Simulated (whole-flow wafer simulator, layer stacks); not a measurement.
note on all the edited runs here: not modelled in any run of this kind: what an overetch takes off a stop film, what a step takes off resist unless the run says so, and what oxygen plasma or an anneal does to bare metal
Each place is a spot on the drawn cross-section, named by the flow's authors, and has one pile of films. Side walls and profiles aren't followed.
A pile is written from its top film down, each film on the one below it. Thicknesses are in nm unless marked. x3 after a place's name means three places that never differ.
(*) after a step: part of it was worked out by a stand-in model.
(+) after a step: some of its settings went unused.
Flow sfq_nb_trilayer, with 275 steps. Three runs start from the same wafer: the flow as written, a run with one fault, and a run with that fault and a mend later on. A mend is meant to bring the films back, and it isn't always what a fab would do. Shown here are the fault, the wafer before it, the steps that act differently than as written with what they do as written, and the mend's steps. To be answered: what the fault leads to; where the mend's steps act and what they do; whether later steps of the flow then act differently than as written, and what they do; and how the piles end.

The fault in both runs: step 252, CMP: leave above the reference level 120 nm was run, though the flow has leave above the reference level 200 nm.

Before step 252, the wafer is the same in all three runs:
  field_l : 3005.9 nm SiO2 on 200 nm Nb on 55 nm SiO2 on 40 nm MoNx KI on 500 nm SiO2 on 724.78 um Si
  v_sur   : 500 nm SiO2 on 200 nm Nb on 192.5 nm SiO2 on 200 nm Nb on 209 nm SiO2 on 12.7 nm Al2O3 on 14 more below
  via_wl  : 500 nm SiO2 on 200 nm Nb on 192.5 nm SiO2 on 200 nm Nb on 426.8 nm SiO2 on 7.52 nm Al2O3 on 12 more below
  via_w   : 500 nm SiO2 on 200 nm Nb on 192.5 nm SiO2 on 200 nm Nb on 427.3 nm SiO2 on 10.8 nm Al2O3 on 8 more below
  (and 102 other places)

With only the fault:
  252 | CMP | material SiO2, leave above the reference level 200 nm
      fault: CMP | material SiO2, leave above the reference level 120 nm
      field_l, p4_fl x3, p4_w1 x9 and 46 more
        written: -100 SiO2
        fault: -180 SiO2
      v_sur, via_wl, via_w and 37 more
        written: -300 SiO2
        fault: -380 SiO2
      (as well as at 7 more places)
  Steps later in the flow that act otherwise than as written (2 other steps are not shown; they differ only slightly, by no more than 2% or 0.5 nm, whichever is larger):
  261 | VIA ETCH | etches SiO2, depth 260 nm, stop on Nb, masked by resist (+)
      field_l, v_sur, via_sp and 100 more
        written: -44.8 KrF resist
        fault: -31 KrF resist
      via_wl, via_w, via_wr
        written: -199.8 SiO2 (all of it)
        fault: -119.8 SiO2 (all of it)
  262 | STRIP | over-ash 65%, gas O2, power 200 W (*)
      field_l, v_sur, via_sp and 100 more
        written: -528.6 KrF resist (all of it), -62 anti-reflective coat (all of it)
        fault: -542.4 KrF resist (all of it), -62 anti-reflective coat (all of it)
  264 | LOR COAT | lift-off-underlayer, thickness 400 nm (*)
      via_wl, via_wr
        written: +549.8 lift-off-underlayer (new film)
        fault: +489.9 lift-off-underlayer (new film)
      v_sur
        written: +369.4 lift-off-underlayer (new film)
        fault: +381.7 lift-off-underlayer (new film)
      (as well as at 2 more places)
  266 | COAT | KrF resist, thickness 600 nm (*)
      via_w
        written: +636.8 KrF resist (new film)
        fault: +622.1 KrF resist (new film)
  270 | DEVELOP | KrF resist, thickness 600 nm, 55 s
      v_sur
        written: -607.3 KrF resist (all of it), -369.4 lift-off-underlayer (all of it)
        fault: -603.9 KrF resist (all of it), -381.7 lift-off-underlayer (all of it)
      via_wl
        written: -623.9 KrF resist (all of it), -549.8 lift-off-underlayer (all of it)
        fault: -613.8 KrF resist (all of it), -489.9 lift-off-underlayer (all of it)
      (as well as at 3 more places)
  The piles end different from the flow's at field_l, v_sur, via_sp and 100 more by more than 2% or 0.5 nm, whichever is larger.
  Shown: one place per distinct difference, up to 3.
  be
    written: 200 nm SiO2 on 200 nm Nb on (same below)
    fault: 120 nm SiO2 on 200 nm Nb on (same below)
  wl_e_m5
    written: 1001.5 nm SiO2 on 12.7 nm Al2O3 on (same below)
    fault: 921.5 nm SiO2 on 12.7 nm Al2O3 on (same below)
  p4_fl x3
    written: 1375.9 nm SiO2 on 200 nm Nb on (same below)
    fault: 1295.9 nm SiO2 on 200 nm Nb on (same below)

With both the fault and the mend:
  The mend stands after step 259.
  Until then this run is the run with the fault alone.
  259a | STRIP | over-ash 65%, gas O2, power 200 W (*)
      field_l, v_sur, via_sp and 100 more
        -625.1 KrF resist (all of it), -62 anti-reflective coat (all of it)
      via_wl, via_w, via_wr
        -62 anti-reflective coat (all of it)
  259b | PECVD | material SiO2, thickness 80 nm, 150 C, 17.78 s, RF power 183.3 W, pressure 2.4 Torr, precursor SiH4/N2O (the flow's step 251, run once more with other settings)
      field_l, v_sur, via_wl and 103 more
        +80 SiO2
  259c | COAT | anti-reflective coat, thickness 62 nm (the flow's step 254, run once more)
      field_l, v_sur, via_wl and 103 more
        +62 anti-reflective coat (new film)
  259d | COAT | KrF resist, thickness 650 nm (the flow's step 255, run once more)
      field_l, v_sur, via_wl and 103 more
        +650 KrF resist (new film)
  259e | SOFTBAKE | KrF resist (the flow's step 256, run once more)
      alters no film at any place that is followed
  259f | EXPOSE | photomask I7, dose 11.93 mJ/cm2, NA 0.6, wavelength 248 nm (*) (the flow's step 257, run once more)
      alters no film at any place that is followed
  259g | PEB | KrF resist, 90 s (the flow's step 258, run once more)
      field_l, v_sur, via_wl and 103 more
        -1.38 KrF resist
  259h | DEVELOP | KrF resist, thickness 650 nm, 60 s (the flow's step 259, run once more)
      field_l, v_sur, via_sp and 100 more
        -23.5 KrF resist
      via_wl, via_w, via_wr
        -648.6 KrF resist (all of it)
  Later steps of the flow that are run all act as written at every place that is followed.
  By the end, the piles equal the flow's at every place that both follow.
